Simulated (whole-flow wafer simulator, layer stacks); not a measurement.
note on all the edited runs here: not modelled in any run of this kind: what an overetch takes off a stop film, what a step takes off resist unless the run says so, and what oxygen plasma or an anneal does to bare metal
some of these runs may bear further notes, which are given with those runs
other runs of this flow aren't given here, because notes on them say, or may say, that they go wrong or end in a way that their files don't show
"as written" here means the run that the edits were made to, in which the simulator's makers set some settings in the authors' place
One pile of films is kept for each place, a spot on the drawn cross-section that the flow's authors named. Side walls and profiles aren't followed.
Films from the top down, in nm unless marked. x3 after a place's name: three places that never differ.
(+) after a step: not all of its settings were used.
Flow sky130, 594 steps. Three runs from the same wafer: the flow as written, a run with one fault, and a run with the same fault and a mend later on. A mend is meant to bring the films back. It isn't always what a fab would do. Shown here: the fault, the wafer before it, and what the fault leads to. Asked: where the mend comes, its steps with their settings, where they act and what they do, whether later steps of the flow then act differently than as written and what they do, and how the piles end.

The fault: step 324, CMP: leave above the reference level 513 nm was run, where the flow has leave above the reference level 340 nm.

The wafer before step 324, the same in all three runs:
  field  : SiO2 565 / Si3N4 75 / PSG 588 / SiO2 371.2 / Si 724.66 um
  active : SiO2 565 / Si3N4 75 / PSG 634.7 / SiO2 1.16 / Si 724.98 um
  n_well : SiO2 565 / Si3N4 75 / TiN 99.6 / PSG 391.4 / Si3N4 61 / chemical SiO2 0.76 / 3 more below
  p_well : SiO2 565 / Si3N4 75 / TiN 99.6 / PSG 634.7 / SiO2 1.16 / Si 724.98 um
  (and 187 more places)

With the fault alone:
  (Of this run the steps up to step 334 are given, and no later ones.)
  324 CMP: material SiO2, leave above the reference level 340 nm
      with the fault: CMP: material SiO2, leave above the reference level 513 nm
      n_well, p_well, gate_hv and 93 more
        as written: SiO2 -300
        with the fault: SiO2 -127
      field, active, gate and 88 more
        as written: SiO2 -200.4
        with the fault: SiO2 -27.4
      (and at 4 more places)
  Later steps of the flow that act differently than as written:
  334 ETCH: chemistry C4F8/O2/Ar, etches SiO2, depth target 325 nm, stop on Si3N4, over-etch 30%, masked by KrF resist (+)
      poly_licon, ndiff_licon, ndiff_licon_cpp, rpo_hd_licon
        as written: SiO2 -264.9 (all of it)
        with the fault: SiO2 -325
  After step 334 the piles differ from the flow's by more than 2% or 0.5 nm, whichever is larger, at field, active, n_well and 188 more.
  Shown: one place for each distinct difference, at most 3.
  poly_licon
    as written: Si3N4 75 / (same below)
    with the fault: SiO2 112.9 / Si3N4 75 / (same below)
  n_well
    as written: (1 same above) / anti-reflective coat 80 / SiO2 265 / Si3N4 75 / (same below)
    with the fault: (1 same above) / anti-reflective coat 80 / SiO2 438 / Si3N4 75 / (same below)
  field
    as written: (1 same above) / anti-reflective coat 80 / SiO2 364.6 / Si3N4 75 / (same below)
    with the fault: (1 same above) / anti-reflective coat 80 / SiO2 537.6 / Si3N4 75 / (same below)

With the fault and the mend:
  The mend comes after step 324.
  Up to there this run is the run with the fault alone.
  324a CMP: material SiO2, leave above the reference level 340 nm (the flow's step 324 once more)
      field, active, n_well and 188 more
        SiO2 -173
  No later step of the flow acts differently than as written at any place that is followed.
  At the end the piles are the same as the flow's at every place that both follow.
